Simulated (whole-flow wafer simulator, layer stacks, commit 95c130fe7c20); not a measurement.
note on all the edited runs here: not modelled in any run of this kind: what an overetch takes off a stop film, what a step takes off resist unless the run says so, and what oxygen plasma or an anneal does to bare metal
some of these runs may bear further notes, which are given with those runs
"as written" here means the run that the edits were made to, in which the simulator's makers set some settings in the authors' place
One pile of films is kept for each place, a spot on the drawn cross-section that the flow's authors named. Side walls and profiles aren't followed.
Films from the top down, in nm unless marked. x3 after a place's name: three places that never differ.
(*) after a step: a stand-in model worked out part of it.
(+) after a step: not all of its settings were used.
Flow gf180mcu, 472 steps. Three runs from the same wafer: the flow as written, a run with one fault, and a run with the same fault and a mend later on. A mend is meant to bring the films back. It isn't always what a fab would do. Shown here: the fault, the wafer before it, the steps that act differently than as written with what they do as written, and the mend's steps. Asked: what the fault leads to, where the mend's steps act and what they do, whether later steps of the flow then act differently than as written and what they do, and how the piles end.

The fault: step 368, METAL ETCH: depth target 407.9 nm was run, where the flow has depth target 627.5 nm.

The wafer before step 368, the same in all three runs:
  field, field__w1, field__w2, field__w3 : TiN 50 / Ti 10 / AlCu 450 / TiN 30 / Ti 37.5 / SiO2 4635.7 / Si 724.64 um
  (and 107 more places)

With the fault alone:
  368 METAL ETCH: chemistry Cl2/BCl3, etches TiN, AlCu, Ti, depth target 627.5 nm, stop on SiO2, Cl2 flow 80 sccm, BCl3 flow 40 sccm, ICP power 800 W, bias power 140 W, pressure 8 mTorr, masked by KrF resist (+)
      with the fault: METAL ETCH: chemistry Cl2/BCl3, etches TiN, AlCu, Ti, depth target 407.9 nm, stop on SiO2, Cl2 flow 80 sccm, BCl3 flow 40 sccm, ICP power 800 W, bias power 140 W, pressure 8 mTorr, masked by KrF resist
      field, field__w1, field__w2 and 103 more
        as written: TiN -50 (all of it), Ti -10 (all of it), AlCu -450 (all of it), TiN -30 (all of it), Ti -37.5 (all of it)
        with the fault: TiN -50 (all of it), Ti -10 (all of it), AlCu -347.9
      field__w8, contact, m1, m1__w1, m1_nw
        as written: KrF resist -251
        with the fault: KrF resist -163.2
  Later steps of the flow that act differently than as written:
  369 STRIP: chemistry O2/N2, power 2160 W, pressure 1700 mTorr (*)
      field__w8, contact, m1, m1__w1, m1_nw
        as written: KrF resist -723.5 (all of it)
        with the fault: KrF resist -811.4 (all of it)
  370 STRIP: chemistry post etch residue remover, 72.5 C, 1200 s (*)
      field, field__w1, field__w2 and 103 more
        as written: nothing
        with the fault: AlCu -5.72
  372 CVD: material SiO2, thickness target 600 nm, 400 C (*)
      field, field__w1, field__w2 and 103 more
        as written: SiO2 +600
        with the fault: SiO2 +600 (new film)
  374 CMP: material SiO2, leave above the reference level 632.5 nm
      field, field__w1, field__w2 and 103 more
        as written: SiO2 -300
        with the fault: SiO2 -463.9
  At the end the piles differ from the flow's by more than 2% or 0.5 nm, whichever is larger, at field, field__w1, field__w2 and 104 more.
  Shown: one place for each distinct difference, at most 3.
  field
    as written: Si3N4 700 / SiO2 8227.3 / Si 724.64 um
    with the fault: Si3N4 700 / SiO2 3427.7 / AlCu 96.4 / TiN 30 / Ti 37.5 / SiO2 4635.7 / Si 724.64 um
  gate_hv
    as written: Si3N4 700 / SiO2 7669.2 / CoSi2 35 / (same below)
    with the fault: Si3N4 700 / SiO2 3427.7 / AlCu 96.4 / TiN 30 / Ti 37.5 / SiO2 4077.6 / CoSi2 35 / (same below)
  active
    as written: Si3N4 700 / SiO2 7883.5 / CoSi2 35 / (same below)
    with the fault: Si3N4 700 / SiO2 3427.7 / AlCu 96.4 / TiN 30 / Ti 37.5 / SiO2 4291.9 / CoSi2 35 / (same below)

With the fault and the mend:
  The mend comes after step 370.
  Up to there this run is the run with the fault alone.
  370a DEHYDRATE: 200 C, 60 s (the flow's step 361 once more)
      changes no film at any place that is followed
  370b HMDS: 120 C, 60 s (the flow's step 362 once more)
      changes no film at any place that is followed
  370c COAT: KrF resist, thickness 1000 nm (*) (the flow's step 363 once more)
      iso_ptap_pw, iso_ntap_nw, iso_nw_fld and 33 more
        KrF resist +1000 (new film)
      field__w5, field__w9, field_sub and 13 more
        KrF resist +1002.7 (new film)
      field_sub__w2, field_sub__w4, ld_drn_n and 9 more
        KrF resist +1002.6 (new film)
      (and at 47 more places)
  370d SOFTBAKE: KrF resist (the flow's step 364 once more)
      changes no film at any place that is followed
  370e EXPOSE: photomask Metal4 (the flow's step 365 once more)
      changes no film at any place that is followed
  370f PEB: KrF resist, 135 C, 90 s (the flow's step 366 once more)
      field__w1, field__w2, field__w3 and 56 more
        KrF resist -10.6
      iso_ptap_pw, iso_ntap_nw, iso_nw_fld and 33 more
        KrF resist -10.5
      gate_hv, sd_p, nw_sep_fld, polyc_n, polyc_n_rim
        KrF resist -10.7
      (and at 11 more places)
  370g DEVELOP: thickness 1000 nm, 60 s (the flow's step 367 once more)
      iso_ptap_pw, iso_ntap_nw, iso_nw_fld and 33 more
        KrF resist -989.5 (all of it)
      field__w2, field__w3, field__w12 and 12 more
        KrF resist -992.2 (all of it)
      field_sub__w2, field_sub__w4, ld_drn_n and 7 more
        KrF resist -992 (all of it)
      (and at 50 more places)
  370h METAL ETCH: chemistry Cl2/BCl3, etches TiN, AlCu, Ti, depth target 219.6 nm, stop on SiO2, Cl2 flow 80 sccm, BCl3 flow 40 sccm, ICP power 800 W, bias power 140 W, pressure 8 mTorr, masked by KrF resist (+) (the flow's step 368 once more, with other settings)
      field, field__w1, field__w2 and 103 more
        AlCu -96.4 (all of it), TiN -30 (all of it), Ti -37.5 (all of it)
      field__w8, contact, m1, m1__w1, m1_nw
        KrF resist -87.8
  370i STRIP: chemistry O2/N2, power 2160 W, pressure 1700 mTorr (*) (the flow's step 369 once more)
      field__w8
        KrF resist -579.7 (all of it)
      contact
        KrF resist -577.7 (all of it)
      m1
        KrF resist -580.1 (all of it)
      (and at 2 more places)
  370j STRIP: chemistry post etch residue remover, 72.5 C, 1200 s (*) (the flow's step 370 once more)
      field__w8, contact, m1, m1__w1, m1_nw
        TiN -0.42
  No later step of the flow acts differently than as written, at any place that is followed, by more than 2% or 0.5 nm, whichever is larger.
  At the end the piles differ from the flow's only slightly at the places that both follow, by at most 2% or 0.5 nm, whichever is larger.
